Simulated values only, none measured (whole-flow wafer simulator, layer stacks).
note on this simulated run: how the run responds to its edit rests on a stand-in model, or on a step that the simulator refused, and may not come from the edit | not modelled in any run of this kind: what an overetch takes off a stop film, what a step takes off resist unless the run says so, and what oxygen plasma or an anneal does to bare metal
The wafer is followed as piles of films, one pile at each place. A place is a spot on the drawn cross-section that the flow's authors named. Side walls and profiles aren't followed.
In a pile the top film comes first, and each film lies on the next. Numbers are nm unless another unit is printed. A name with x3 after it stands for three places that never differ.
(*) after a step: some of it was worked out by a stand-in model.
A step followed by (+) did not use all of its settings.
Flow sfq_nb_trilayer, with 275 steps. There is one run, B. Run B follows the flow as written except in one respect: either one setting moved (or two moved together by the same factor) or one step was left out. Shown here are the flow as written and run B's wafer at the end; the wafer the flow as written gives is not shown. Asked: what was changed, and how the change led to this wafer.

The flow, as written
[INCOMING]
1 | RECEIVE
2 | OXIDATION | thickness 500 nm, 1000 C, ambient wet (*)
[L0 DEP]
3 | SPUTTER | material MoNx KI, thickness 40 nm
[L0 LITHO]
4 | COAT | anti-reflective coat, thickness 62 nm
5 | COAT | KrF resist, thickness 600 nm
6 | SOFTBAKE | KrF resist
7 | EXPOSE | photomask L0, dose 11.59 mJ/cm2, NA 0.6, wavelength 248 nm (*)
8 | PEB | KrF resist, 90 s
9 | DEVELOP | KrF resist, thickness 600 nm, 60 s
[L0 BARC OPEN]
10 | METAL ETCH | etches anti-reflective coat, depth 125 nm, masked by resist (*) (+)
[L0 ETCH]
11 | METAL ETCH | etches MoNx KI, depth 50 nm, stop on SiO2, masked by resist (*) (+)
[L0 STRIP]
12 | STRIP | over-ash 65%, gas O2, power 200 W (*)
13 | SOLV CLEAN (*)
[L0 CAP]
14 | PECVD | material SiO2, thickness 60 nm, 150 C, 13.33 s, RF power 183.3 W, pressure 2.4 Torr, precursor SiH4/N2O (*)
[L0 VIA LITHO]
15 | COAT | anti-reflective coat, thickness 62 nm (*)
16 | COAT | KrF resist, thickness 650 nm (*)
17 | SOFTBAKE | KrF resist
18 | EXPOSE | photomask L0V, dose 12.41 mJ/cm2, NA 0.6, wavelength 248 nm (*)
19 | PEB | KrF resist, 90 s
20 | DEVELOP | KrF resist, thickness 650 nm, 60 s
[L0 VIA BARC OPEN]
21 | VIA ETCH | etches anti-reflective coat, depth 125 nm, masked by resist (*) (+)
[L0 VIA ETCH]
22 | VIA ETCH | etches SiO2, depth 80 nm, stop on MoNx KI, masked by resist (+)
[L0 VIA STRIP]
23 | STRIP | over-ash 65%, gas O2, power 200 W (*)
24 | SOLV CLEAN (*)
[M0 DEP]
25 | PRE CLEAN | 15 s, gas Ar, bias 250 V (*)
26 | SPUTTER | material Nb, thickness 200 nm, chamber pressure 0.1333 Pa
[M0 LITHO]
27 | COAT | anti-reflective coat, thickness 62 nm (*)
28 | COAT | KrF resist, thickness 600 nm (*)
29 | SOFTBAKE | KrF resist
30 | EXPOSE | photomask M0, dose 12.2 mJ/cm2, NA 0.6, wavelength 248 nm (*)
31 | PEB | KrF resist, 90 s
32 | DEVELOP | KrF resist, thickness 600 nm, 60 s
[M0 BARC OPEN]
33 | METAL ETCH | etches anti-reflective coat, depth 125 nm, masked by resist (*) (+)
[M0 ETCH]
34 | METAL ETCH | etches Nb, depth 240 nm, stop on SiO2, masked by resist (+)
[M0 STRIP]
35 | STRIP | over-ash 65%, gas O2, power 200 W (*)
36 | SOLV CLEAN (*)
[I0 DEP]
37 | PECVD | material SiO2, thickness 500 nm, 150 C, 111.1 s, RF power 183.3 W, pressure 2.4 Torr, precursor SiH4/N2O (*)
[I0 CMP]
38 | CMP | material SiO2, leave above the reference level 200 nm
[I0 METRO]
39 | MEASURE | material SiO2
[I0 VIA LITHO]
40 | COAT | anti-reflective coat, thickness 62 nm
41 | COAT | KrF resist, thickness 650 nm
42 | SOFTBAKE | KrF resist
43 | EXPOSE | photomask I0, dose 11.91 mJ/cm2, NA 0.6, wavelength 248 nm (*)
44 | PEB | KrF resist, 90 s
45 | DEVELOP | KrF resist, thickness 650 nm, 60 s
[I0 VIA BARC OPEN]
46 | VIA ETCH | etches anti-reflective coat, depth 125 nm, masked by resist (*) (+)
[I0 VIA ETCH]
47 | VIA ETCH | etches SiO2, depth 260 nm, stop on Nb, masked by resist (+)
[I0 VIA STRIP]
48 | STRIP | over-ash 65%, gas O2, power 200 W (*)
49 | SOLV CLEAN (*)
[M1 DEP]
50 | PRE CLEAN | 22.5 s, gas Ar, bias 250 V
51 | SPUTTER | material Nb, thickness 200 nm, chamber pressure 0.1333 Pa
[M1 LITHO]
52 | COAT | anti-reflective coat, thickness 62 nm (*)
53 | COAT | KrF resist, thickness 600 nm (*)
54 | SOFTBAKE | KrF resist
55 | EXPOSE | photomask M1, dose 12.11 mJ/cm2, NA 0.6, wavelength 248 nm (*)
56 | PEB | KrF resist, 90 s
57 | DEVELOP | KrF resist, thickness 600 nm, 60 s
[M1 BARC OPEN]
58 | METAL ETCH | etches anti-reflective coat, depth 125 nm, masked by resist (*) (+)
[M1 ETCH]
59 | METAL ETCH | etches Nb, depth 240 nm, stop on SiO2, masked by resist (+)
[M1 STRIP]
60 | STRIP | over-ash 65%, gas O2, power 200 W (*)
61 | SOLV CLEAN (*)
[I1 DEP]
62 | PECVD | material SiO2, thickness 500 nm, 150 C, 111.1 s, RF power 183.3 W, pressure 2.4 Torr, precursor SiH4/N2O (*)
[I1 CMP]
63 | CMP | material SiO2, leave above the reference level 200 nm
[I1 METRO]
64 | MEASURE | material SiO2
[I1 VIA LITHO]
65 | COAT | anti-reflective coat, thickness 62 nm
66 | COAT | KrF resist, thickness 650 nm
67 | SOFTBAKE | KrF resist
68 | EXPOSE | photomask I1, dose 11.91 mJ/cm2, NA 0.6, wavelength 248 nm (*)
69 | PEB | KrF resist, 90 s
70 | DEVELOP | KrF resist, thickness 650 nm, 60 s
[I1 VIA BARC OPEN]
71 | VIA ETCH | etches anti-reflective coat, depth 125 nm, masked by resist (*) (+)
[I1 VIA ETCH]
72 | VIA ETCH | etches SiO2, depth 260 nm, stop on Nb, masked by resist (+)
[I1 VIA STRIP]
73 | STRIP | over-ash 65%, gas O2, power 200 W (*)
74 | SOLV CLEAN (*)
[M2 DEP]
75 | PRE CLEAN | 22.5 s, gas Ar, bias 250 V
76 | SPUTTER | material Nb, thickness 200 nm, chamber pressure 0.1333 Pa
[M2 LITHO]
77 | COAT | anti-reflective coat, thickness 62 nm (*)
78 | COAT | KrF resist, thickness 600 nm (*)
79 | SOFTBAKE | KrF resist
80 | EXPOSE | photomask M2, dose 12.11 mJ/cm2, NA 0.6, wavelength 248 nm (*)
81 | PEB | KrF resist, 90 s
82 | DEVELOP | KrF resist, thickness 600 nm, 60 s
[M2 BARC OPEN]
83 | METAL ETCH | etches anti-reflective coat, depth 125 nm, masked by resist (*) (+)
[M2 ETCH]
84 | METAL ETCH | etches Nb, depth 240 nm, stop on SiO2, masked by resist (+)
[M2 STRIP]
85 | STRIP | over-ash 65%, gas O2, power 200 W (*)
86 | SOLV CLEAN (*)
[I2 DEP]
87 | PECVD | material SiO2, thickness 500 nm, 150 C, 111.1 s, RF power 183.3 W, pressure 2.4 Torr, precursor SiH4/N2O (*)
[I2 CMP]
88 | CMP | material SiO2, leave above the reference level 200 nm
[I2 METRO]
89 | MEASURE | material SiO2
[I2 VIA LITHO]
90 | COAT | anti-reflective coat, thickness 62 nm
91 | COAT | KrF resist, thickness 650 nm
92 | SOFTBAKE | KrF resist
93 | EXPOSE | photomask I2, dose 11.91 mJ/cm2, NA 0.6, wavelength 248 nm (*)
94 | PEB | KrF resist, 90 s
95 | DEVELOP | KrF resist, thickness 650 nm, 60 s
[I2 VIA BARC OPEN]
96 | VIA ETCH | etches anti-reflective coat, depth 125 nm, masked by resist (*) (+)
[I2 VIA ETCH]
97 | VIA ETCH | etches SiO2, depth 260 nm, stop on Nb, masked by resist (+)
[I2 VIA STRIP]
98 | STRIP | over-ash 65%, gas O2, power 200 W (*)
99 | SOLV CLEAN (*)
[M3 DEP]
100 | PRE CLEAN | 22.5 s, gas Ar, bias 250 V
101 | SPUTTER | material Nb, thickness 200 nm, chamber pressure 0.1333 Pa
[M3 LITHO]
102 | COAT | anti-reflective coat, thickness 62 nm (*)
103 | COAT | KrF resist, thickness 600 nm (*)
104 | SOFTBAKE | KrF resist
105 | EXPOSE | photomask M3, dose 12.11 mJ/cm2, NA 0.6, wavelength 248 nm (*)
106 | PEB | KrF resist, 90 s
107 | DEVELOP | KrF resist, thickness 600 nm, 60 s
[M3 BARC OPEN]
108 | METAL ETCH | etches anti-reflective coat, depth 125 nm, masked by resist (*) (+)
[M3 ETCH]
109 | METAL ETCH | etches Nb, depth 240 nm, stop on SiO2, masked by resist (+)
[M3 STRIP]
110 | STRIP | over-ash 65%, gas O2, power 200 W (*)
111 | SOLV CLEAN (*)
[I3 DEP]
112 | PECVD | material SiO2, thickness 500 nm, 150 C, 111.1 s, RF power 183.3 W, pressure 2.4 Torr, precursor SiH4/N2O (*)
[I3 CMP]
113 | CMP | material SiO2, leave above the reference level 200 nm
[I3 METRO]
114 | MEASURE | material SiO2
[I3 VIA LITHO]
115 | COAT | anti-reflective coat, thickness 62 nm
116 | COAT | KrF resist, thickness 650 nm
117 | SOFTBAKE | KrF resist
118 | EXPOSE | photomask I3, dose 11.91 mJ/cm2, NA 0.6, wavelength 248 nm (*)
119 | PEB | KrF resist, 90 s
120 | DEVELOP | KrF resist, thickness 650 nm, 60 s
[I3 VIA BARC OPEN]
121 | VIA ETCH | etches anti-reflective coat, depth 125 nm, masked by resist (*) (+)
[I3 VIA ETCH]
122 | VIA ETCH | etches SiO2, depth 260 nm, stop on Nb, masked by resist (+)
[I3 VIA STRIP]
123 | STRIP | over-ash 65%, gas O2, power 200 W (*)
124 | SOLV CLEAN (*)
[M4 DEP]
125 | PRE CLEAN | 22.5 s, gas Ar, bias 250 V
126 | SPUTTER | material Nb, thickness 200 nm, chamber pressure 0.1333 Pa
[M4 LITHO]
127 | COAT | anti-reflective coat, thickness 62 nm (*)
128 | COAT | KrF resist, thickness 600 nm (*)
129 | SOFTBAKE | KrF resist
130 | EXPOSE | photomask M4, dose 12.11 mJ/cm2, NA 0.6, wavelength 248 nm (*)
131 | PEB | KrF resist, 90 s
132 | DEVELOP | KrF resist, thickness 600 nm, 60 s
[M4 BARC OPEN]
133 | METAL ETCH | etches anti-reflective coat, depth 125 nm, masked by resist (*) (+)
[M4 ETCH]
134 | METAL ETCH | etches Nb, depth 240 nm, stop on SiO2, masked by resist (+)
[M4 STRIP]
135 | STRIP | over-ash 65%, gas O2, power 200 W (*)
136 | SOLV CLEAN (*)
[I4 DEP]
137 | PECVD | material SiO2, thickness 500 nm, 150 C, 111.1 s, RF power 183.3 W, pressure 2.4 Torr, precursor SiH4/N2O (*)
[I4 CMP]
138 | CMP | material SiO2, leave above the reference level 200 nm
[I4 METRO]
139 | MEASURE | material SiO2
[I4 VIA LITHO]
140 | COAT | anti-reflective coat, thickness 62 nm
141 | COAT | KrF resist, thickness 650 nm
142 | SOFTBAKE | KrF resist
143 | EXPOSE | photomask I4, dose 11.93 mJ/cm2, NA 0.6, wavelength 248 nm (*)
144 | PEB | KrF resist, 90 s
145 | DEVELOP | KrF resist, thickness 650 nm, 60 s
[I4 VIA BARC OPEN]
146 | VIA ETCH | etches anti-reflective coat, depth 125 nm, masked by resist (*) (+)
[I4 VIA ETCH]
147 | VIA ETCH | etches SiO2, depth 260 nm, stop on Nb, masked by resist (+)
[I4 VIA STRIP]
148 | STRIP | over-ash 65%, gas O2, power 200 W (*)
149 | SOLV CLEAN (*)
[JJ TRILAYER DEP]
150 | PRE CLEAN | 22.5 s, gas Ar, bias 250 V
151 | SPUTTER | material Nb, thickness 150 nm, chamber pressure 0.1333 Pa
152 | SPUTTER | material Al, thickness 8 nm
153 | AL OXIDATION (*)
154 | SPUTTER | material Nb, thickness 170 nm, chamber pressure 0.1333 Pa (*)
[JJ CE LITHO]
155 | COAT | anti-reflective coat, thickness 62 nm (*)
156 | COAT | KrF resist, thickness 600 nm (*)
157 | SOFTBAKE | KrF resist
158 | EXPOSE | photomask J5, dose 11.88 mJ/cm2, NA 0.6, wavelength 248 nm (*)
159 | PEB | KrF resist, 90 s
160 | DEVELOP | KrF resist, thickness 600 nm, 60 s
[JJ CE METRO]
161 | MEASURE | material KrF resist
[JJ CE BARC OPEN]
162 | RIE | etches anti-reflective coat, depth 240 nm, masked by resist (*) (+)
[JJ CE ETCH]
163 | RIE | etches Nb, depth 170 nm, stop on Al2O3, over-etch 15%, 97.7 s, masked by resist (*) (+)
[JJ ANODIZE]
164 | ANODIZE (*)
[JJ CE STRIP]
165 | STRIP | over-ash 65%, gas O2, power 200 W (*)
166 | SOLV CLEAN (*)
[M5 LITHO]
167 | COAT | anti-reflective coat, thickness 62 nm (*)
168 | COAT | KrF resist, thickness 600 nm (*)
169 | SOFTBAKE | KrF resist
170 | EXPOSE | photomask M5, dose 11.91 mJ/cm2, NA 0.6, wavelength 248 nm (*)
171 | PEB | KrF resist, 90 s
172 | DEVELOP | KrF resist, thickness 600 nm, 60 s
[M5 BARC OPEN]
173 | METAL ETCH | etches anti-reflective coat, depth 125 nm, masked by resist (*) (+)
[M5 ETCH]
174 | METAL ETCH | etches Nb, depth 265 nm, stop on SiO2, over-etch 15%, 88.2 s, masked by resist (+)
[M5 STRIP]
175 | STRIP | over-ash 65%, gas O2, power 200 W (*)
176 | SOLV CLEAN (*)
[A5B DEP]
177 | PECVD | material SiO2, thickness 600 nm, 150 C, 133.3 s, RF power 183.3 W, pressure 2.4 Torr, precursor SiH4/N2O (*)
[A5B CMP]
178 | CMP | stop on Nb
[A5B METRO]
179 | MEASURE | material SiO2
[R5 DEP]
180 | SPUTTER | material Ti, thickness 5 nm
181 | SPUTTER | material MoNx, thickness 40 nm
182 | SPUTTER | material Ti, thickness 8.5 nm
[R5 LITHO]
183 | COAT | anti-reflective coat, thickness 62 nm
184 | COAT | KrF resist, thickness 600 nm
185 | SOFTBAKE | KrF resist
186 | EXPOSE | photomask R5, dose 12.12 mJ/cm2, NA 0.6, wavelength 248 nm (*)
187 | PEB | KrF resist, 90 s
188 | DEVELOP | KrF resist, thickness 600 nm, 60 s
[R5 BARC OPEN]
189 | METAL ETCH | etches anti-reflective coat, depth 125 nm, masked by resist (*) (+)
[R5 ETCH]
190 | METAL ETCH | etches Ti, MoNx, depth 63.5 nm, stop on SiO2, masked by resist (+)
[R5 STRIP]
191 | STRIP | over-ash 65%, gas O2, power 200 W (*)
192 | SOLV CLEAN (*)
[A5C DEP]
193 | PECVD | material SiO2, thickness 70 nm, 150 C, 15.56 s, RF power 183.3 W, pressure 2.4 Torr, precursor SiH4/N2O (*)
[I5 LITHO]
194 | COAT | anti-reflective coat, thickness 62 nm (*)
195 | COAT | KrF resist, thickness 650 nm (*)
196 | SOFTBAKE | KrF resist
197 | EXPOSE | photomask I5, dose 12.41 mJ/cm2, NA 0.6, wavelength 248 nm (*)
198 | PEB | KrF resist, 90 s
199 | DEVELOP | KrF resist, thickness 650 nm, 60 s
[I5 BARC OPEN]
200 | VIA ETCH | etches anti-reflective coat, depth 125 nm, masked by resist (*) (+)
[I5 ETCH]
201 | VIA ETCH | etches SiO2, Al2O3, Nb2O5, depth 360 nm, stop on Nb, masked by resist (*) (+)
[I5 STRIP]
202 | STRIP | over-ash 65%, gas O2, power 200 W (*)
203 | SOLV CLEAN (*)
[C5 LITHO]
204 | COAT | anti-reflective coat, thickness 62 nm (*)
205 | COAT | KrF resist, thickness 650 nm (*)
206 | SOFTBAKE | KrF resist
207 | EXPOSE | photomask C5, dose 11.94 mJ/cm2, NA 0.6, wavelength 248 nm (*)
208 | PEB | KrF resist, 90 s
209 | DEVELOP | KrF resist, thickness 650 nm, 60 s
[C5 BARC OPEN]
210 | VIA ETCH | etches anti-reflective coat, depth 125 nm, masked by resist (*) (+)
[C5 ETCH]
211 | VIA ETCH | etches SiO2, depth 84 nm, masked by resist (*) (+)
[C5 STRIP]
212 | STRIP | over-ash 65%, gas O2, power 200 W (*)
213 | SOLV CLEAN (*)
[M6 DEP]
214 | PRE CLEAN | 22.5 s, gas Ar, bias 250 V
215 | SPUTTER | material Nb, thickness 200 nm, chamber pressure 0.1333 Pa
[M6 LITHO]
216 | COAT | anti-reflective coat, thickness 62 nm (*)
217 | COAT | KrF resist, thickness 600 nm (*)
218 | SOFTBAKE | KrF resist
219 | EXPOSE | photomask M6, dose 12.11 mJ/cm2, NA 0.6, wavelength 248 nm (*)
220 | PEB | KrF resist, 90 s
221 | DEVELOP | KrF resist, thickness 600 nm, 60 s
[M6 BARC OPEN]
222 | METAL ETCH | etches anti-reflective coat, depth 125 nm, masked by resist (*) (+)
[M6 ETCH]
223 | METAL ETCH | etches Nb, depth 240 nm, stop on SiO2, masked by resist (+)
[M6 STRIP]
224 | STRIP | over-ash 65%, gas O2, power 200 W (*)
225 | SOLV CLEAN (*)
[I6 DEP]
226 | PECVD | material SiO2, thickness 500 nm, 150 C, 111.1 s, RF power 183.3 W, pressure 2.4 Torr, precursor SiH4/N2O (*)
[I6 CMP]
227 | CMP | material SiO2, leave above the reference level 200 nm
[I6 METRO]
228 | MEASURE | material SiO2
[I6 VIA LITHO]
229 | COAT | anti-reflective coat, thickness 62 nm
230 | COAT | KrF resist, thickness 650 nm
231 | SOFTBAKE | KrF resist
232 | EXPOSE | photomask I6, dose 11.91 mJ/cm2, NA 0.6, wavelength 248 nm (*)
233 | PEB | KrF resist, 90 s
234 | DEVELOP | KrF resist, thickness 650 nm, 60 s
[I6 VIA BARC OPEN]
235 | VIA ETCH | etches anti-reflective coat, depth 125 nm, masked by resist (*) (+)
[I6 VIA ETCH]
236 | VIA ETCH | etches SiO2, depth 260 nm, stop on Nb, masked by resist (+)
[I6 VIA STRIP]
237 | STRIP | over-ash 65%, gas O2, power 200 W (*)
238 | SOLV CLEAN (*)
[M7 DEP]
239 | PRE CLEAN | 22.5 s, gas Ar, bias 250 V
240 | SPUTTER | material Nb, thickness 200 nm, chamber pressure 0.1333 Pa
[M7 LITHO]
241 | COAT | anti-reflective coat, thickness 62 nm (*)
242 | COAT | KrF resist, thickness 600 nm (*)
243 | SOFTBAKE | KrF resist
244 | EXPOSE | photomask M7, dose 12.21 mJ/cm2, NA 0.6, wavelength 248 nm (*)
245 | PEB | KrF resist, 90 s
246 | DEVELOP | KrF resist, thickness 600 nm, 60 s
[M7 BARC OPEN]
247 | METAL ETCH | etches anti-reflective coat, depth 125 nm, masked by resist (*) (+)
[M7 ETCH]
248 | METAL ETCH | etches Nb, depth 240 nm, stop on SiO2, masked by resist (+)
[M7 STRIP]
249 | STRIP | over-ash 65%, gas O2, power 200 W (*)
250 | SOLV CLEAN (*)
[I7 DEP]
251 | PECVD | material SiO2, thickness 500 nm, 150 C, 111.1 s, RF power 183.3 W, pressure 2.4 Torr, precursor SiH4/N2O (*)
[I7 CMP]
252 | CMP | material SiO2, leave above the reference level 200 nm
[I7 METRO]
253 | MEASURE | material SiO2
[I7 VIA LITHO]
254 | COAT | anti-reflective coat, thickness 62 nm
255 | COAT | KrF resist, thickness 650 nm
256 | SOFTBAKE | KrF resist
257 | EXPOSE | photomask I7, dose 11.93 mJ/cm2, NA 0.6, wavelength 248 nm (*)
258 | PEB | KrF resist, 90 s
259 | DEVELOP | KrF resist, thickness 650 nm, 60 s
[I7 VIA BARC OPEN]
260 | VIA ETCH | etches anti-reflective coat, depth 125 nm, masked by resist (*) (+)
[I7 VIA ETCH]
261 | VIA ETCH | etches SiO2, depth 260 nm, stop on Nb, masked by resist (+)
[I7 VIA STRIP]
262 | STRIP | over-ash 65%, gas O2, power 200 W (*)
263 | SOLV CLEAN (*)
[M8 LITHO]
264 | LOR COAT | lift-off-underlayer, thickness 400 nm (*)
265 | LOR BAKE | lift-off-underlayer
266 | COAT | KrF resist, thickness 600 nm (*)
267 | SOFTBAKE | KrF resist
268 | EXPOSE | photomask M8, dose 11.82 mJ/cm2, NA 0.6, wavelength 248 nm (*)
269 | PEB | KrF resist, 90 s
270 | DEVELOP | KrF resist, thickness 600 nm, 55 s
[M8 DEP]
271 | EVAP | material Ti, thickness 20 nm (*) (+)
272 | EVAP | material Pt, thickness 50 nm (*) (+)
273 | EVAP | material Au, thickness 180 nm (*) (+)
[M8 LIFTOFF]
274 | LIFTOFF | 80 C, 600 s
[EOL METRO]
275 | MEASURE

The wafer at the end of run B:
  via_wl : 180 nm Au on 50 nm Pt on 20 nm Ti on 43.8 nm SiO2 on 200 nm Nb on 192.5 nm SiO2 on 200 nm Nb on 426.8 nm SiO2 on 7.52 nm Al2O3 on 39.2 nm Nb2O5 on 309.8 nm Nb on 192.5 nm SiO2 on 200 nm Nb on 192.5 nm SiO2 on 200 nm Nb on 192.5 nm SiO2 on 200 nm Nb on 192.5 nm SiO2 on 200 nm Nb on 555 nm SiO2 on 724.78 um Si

What caused this: step 261, VIA ETCH: depth 156 nm was run, though the flow has depth 260 nm.

How this came from the change, step by step:
  261 | VIA ETCH | etches SiO2, depth 260 nm, stop on Nb, masked by resist (+)
      via_wl, via_w, via_wr: -156 SiO2 (as written it would have been: -199.8 SiO2 (all of it))
      field_l, v_sur, via_sp and 100 more: -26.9 KrF resist (as written it would have been: -44.8 KrF resist)
  262 | STRIP | over-ash 65%, gas O2, power 200 W (*)
      field_l, v_sur, via_sp and 100 more: -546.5 KrF resist (all of it), -62 anti-reflective coat (all of it) (as written it would have been: -528.6 KrF resist (all of it), -62 anti-reflective coat (all of it))
  264 | LOR COAT | lift-off-underlayer, thickness 400 nm (*)
      via_wl, via_wr: +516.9 lift-off-underlayer (new film) (as written it would have been: +549.8 lift-off-underlayer (new film))
      via_w: +506.5 lift-off-underlayer (new film) (as written it would have been: +536.4 lift-off-underlayer (new film))
  270 | DEVELOP | KrF resist, thickness 600 nm, 55 s
      via_wl: -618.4 KrF resist (all of it), -516.9 lift-off-underlayer (all of it) (as written it would have been: -623.9 KrF resist (all of it), -549.8 lift-off-underlayer (all of it))
      via_w: -627.4 KrF resist (all of it), -506.5 lift-off-underlayer (all of it) (as written it would have been: -635.4 KrF resist (all of it), -536.4 lift-off-underlayer (all of it))
      (and at 1 other place as well)
Taking metal films that touch as one body, via_wl has 8 bodies (between them, from the top down: SiO2 43.8; SiO2 192.5; SiO2 426.8 / Al2O3 7.52 / Nb2O5 39.2; SiO2 192.5; SiO2 192.5; SiO2 192.5; SiO2 192.5); the flow as written gives 7 bodies (between them, from the top down: SiO2 192.5; SiO2 426.8 / Al2O3 7.52 / Nb2O5 39.2; SiO2 192.5; SiO2 192.5; SiO2 192.5; SiO2 192.5).
